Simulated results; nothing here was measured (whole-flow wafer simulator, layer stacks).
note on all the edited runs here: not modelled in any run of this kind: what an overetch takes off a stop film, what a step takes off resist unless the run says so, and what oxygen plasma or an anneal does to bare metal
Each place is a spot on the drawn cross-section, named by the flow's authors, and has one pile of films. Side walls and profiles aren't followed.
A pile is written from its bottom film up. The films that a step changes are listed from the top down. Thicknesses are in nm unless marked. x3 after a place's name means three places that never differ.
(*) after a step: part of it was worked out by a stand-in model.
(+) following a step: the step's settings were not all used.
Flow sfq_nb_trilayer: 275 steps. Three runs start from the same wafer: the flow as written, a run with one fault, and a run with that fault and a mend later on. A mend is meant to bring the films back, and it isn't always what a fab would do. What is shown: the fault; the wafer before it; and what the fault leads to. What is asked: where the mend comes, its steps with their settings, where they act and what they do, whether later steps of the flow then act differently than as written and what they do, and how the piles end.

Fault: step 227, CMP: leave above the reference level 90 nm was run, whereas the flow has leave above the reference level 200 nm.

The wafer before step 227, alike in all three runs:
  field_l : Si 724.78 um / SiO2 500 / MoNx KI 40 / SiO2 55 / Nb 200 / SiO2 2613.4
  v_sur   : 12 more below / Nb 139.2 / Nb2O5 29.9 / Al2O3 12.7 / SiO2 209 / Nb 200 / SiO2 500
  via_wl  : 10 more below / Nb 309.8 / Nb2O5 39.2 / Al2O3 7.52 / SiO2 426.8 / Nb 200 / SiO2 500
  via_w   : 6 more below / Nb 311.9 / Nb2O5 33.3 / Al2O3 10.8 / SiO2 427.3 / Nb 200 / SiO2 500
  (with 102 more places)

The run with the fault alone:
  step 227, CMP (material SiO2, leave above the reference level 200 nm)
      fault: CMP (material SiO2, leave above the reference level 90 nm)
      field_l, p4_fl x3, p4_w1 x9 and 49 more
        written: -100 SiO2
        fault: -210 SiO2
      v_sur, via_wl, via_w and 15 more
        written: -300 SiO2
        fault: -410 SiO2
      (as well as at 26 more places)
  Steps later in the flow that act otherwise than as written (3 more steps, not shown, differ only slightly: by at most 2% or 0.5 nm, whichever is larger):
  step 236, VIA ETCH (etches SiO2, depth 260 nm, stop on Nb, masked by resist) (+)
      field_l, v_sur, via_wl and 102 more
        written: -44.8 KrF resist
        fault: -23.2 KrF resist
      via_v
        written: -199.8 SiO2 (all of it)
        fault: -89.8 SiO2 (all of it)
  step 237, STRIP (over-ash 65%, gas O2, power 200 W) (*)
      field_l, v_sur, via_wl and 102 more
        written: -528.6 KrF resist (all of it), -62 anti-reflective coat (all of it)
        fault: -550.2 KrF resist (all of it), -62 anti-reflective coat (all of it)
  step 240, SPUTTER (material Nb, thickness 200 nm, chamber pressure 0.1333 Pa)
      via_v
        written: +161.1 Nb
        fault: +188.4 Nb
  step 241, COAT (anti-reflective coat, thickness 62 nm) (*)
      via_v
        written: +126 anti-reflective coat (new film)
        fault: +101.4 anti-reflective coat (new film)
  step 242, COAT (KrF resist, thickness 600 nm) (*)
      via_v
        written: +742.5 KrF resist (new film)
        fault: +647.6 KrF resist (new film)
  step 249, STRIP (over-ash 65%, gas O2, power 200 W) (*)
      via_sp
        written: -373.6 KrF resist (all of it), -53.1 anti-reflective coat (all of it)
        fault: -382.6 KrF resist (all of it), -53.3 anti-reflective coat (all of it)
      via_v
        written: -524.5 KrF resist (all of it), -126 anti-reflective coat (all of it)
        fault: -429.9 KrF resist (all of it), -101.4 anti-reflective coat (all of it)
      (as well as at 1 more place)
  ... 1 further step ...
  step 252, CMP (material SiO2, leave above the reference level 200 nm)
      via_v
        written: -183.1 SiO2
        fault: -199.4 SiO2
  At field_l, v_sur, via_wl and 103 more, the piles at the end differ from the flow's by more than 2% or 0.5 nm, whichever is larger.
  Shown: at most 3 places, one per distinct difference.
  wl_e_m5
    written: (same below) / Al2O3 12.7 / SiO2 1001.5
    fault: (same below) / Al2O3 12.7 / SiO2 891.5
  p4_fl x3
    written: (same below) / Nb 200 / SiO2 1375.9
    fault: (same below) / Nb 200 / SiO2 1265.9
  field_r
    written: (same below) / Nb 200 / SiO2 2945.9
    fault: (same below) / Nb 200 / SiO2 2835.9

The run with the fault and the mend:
  The mend stands after step 228.
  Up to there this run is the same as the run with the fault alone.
  step 228a, PECVD (material SiO2, thickness 110 nm, 150 C, 24.44 s, RF power 183.3 W, pressure 2.4 Torr, precursor SiH4/N2O) (a further turn of the flow's step 226, with different settings)
      field_l, v_sur, via_wl and 103 more
        +110 SiO2
  Later steps of the flow that are run all act as written at every place that is followed.
  At every place that both follow, the piles at the end match the flow's.
